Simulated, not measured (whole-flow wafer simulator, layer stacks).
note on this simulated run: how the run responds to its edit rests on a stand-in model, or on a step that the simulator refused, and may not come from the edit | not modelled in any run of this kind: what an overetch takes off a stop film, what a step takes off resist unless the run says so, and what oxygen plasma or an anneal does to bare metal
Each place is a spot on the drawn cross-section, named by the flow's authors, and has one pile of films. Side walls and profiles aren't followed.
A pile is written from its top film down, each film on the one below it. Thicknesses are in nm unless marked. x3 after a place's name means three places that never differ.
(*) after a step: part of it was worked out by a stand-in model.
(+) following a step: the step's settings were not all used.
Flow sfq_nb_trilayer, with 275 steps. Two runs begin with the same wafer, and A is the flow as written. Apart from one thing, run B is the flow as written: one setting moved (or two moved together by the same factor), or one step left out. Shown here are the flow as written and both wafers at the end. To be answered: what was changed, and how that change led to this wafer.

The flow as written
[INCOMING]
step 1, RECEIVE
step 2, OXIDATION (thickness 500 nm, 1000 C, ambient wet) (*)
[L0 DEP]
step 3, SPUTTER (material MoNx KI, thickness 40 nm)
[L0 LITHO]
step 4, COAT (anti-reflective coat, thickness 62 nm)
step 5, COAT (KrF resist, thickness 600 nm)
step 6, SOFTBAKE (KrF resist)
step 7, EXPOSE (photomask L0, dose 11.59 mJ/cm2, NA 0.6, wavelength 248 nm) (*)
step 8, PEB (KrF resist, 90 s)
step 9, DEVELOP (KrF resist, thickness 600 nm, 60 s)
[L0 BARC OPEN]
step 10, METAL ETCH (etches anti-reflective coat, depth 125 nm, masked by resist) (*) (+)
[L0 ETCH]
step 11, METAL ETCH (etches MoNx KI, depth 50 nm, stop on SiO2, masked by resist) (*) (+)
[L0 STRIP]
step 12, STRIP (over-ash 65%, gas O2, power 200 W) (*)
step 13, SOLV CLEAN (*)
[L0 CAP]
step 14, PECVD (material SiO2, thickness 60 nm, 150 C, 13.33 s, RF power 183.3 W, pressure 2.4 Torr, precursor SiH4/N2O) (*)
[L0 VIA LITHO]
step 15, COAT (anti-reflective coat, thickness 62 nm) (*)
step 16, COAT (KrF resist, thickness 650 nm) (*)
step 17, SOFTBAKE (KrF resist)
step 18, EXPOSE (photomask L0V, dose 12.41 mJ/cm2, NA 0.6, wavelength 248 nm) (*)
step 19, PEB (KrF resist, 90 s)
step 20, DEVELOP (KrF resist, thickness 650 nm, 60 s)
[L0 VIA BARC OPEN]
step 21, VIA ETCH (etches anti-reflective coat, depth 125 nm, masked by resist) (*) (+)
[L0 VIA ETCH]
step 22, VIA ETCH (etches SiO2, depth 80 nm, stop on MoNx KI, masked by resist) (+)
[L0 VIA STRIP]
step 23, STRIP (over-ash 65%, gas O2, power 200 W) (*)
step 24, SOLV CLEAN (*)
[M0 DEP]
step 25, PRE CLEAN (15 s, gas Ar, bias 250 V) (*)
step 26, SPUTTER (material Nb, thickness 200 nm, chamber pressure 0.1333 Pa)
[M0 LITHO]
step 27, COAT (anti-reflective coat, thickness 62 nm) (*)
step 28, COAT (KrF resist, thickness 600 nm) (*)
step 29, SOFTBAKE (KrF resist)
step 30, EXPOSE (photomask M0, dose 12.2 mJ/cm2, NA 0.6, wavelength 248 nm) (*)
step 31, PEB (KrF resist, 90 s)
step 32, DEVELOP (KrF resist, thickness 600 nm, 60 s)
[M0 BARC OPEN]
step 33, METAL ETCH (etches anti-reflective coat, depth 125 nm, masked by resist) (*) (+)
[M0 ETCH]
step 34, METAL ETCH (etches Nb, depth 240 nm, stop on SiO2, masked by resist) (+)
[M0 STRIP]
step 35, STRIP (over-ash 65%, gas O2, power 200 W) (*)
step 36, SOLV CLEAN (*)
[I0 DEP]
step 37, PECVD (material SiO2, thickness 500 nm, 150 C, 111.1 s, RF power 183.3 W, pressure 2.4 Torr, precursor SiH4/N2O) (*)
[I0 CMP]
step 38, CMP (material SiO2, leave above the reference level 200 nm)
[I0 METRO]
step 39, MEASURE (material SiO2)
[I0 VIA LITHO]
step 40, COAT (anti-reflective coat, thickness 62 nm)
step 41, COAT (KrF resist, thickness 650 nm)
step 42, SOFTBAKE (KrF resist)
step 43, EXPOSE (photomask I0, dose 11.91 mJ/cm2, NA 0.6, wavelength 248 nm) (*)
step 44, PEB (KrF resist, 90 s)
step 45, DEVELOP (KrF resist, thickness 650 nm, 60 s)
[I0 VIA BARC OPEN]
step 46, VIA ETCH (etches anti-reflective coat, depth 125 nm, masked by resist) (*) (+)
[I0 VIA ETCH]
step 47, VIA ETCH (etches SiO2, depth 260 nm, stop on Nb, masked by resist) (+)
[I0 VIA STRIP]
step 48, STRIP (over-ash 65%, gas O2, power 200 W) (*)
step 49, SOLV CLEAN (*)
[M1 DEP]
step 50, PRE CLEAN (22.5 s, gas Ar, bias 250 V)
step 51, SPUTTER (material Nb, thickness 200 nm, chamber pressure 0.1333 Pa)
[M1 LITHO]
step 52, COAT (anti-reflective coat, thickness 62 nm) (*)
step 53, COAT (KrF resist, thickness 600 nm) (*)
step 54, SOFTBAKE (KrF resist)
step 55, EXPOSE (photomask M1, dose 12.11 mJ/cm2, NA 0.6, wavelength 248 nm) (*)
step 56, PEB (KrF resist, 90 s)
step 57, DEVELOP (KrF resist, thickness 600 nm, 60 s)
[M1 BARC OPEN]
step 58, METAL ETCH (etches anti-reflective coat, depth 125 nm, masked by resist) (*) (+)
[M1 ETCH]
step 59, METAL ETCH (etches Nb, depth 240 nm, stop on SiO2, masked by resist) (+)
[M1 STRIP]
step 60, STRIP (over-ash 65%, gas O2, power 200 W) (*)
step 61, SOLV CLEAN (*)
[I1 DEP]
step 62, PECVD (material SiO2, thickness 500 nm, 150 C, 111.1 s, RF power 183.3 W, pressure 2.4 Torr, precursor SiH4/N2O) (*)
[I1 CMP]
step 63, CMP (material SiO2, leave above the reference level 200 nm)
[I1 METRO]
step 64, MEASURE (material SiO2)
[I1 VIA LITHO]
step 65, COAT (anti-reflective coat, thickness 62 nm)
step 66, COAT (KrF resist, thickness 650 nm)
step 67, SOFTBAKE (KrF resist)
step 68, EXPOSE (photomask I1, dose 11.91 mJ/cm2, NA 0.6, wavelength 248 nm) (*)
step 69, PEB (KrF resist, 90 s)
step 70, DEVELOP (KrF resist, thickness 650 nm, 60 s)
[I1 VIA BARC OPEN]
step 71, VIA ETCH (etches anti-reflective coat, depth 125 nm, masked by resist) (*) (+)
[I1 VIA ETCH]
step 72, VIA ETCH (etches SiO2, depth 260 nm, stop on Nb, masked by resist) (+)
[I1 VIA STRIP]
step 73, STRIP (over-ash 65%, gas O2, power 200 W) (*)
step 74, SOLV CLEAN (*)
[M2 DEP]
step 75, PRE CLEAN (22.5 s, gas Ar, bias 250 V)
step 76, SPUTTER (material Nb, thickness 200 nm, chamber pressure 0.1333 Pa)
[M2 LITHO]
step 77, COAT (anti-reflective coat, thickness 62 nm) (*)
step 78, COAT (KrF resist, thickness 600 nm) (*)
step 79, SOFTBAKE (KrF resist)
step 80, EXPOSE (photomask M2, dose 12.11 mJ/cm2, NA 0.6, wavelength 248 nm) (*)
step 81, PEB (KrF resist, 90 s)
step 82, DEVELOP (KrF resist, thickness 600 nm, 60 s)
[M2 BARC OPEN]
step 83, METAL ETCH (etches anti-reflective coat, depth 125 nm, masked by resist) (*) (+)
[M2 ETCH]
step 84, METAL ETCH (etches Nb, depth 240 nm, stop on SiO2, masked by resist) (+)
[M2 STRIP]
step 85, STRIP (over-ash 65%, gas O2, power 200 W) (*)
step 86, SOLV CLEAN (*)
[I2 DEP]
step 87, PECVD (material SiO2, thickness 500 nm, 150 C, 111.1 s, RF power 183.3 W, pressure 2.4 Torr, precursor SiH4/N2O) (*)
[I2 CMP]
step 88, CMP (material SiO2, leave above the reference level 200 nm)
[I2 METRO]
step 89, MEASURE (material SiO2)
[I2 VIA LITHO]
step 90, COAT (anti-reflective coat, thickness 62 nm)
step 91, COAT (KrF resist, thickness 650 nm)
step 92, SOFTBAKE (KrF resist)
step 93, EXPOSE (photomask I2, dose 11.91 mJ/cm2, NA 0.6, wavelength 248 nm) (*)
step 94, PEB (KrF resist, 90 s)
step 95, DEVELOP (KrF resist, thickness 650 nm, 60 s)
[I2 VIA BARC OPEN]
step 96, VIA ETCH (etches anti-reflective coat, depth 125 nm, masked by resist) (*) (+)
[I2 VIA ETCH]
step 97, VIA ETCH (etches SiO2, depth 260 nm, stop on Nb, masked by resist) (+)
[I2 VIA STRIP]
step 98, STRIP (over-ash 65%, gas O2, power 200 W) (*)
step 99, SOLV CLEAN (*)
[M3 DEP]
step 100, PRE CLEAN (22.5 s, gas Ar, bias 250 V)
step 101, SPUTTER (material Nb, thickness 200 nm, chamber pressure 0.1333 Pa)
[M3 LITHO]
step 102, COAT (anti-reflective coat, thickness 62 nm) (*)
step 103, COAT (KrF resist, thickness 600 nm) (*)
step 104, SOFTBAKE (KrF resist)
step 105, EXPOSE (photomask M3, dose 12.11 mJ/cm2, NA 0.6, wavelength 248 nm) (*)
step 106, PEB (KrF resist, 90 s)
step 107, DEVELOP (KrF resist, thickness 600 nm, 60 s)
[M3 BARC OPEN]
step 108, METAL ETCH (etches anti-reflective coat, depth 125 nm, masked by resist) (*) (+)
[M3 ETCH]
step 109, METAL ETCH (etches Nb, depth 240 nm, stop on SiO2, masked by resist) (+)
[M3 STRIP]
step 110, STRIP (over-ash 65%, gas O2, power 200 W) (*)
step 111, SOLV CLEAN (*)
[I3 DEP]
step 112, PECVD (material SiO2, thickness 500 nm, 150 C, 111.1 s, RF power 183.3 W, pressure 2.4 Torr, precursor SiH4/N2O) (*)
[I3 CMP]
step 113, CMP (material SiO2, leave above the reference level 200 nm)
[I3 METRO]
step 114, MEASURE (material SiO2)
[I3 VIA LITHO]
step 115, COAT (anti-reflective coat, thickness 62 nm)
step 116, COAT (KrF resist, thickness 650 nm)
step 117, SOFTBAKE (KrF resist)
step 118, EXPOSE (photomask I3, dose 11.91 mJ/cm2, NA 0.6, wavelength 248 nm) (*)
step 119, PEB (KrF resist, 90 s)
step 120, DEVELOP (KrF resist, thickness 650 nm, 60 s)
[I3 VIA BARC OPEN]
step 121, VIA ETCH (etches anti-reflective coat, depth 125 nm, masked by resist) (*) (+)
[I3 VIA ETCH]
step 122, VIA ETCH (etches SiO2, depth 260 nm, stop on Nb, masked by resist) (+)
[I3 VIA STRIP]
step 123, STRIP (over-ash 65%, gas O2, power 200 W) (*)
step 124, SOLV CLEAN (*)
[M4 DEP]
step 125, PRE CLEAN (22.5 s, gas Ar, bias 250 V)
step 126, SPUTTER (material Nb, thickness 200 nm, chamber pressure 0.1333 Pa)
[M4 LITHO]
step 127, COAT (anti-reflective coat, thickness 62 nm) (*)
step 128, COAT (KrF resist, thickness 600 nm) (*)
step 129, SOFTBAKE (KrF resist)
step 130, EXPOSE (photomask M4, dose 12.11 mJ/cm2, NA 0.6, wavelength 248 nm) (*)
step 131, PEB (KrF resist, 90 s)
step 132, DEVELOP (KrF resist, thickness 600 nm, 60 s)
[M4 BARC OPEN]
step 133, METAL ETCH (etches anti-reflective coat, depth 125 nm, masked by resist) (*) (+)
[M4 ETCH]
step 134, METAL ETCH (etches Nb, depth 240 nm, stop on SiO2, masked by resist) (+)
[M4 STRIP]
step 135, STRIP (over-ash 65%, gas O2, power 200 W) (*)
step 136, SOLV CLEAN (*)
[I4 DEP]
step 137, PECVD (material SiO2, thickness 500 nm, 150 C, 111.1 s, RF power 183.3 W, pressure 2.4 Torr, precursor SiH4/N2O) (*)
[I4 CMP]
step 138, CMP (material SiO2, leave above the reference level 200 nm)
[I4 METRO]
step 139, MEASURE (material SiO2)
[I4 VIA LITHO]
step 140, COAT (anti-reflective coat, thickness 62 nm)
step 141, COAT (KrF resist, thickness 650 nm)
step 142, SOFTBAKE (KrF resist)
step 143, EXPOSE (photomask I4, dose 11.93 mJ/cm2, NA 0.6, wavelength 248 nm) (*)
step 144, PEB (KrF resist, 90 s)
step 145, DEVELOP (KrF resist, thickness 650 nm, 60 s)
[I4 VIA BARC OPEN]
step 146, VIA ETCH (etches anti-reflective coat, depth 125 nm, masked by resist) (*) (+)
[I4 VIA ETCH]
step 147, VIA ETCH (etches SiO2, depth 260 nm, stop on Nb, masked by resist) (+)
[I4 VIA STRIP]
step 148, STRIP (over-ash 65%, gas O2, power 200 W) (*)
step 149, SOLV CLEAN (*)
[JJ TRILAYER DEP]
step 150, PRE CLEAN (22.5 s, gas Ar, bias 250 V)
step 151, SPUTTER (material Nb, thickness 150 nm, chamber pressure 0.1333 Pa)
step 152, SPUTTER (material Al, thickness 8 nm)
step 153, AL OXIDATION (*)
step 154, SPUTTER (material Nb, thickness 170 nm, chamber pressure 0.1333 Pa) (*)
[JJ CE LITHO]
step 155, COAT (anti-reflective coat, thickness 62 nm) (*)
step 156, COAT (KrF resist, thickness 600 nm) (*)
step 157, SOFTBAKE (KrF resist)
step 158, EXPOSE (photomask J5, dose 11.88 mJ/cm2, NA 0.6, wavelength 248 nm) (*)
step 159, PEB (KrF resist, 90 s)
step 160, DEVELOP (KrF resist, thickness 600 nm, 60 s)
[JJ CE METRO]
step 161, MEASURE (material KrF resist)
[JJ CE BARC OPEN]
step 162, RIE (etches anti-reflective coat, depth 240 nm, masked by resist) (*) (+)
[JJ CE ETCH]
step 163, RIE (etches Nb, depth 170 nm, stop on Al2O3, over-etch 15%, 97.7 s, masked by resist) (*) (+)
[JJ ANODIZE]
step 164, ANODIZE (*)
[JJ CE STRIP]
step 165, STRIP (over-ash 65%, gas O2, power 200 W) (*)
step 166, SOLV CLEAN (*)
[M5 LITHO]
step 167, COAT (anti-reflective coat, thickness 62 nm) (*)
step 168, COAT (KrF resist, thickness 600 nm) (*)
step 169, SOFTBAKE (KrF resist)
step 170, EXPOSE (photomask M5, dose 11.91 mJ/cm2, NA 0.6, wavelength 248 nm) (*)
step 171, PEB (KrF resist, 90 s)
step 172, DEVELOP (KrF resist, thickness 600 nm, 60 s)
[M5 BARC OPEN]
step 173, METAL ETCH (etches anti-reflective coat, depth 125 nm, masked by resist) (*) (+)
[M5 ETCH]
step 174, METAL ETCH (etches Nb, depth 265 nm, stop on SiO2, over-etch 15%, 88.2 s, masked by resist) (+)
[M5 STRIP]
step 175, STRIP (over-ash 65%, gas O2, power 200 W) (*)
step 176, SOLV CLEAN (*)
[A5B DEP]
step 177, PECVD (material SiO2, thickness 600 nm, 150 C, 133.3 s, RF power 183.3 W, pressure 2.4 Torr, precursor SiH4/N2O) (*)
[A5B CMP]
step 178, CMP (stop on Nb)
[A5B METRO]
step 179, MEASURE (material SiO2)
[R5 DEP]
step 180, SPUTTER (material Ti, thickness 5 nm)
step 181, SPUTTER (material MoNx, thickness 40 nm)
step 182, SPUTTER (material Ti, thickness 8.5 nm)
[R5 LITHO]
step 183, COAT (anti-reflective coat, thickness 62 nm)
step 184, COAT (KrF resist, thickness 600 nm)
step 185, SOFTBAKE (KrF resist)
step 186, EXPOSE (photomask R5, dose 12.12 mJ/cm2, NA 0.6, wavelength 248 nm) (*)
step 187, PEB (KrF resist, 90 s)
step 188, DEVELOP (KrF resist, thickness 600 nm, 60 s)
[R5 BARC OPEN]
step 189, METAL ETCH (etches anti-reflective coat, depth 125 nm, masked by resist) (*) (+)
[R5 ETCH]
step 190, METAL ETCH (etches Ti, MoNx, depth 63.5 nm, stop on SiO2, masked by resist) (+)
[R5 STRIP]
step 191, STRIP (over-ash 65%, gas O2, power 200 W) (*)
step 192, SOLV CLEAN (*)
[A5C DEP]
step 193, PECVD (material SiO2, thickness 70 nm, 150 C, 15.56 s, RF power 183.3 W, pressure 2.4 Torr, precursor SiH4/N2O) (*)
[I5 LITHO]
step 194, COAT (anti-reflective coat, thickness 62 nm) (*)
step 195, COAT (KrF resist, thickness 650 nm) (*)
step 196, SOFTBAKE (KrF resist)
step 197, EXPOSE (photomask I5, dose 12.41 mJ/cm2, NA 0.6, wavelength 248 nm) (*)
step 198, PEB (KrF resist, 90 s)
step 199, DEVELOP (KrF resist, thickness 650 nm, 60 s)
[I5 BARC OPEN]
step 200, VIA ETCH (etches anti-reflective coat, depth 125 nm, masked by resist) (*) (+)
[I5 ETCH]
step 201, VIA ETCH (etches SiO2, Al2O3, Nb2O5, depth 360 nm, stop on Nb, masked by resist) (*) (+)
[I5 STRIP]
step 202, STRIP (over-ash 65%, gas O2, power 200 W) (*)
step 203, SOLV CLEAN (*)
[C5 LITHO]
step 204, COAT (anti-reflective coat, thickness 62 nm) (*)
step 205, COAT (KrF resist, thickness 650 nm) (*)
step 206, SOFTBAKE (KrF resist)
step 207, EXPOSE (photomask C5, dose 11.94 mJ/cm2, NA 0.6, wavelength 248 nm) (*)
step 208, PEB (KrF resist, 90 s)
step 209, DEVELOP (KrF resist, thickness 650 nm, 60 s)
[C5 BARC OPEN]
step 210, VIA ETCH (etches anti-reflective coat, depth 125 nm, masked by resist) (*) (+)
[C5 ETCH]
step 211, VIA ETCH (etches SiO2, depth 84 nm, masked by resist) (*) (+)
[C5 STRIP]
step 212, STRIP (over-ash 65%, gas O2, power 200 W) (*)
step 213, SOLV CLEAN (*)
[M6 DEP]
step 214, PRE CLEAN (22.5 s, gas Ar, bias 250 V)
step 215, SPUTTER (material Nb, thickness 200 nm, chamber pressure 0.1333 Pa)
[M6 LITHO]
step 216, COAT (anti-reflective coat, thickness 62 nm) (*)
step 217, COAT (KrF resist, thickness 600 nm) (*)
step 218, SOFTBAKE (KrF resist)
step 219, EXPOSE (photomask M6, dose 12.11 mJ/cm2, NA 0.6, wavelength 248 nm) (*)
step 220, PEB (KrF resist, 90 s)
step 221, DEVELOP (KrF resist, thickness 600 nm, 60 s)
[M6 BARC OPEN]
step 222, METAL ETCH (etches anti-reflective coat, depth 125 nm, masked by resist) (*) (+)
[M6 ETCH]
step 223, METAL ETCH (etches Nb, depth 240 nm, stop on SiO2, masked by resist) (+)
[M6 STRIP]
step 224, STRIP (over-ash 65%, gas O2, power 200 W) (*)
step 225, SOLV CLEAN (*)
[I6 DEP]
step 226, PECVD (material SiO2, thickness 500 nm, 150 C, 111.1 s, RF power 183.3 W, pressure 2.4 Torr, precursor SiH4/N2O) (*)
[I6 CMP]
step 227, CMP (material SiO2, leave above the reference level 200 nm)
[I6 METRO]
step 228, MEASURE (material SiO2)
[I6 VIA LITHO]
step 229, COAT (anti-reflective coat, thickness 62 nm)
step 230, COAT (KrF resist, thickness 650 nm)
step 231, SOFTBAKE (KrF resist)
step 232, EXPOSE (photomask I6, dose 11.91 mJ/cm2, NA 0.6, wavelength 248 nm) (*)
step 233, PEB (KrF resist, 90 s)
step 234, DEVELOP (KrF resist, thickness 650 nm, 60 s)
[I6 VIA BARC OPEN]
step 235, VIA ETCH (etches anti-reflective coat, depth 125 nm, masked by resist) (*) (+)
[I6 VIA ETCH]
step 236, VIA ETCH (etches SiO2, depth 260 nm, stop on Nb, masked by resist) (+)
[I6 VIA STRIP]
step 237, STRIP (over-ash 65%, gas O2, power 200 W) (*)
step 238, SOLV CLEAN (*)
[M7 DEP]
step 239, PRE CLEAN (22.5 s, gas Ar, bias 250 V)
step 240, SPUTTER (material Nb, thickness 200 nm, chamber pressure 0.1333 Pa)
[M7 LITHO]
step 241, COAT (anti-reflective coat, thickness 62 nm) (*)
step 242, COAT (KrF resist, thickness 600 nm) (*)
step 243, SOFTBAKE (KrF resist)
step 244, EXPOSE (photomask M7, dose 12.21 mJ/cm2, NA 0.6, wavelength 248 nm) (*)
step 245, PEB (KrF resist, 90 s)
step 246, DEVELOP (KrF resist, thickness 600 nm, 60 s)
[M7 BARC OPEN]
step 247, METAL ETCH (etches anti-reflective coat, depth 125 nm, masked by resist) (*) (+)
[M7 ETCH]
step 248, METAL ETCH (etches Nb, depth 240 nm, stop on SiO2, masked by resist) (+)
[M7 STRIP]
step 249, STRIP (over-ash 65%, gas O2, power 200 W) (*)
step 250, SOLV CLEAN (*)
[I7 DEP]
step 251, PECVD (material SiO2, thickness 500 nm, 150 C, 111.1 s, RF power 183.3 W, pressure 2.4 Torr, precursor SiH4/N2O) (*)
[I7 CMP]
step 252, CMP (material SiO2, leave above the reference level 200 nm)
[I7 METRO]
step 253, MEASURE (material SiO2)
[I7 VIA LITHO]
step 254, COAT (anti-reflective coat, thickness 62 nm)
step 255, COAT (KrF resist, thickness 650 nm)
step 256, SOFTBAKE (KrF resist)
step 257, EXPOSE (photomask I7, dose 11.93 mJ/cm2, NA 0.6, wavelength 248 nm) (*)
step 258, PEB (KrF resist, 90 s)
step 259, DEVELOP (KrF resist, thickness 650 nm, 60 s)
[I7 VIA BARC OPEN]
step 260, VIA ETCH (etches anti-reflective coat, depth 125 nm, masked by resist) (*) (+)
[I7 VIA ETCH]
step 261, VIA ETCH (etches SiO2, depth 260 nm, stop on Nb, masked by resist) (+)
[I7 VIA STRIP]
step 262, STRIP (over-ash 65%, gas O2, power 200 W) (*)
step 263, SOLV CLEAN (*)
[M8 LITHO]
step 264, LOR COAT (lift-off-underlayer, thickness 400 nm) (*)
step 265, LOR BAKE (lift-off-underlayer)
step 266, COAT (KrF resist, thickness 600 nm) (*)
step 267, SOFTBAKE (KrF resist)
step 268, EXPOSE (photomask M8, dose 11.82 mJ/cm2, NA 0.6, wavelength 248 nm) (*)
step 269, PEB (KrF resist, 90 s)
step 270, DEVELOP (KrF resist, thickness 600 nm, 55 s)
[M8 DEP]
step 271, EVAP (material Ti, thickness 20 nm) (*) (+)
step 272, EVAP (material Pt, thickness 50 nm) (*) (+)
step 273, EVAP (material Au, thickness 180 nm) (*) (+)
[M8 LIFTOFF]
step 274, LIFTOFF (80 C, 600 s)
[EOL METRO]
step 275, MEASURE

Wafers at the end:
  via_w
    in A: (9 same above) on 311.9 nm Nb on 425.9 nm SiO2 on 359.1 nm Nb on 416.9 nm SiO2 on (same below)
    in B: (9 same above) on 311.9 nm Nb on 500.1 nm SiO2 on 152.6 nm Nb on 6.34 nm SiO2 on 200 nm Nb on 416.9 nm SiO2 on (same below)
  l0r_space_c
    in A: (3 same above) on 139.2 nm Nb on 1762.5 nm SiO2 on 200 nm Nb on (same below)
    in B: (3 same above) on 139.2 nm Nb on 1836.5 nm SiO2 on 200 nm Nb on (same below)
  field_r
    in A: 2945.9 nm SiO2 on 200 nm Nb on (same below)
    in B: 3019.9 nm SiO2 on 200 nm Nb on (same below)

The reason: step 88, CMP: leave above the reference level 274 nm was run, while the flow as written has leave above the reference level 200 nm.

The path from the change to this, step by step:
  step 88, CMP (material SiO2, leave above the reference level 200 nm)
      field_l, be, be_sur and 81 more: A -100 SiO2 | B -26 SiO2
      v_sur, via_wl, via_w and 18 more: A -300 SiO2 | B -226 SiO2
      (also at 1 further place)
  step 97, VIA ETCH (etches SiO2, depth 260 nm, stop on Nb, masked by resist) (+)
      via_w: A -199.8 SiO2 (all of it) | B -260 SiO2
  step 100, PRE CLEAN (22.5 s, gas Ar, bias 250 V)
      via_w: A -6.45 Nb | B -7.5 SiO2
  step 101, SPUTTER (material Nb, thickness 200 nm, chamber pressure 0.1333 Pa)
      via_w: A +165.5 Nb | B +152.6 Nb (new film)
  step 102, COAT (anti-reflective coat, thickness 62 nm) (*)
      via_wl, via_wr: A +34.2 anti-reflective coat (new film) | B +23 anti-reflective coat (new film)
      v_sur: A +61.1 anti-reflective coat (new film) | B +55.7 anti-reflective coat (new film)
      (also at 2 further places)
  step 103, COAT (KrF resist, thickness 600 nm) (*)
      via_w: A +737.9 KrF resist (new film) | B +794 KrF resist (new film)
  step 110, STRIP (over-ash 65%, gas O2, power 200 W) (*)
      v_sur: A -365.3 KrF resist (all of it), -61.1 anti-reflective coat (all of it) | B -362.3 KrF resist (all of it), -55.7 anti-reflective coat (all of it)
      via_wl: A -384.2 KrF resist (all of it), -34.2 anti-reflective coat (all of it) | B -383.9 KrF resist (all of it), -23 anti-reflective coat (all of it)
      (also at 3 further places)
  step 112, PECVD (material SiO2, thickness 500 nm, 150 C, 111.1 s, RF power 183.3 W, pressure 2.4 Torr, precursor SiH4/N2O) (*)
      via_w: A +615 SiO2 (new film) | B +664.6 SiO2 (new film)
  step 113, CMP (material SiO2, leave above the reference level 200 nm)
      via_w: A -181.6 SiO2 | B -157.1 SiO2
Taking metal films that touch as one body, via_w has 6 bodies (between them, from the top down: SiO2 192.5; SiO2 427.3 / Al2O3 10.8 / Nb2O5 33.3; SiO2 500.1; SiO2 6.34; SiO2 416.9); the flow as written gives 5 bodies (between them, from the top down: SiO2 192.5; SiO2 427.3 / Al2O3 10.8 / Nb2O5 33.3; SiO2 425.9; SiO2 416.9).
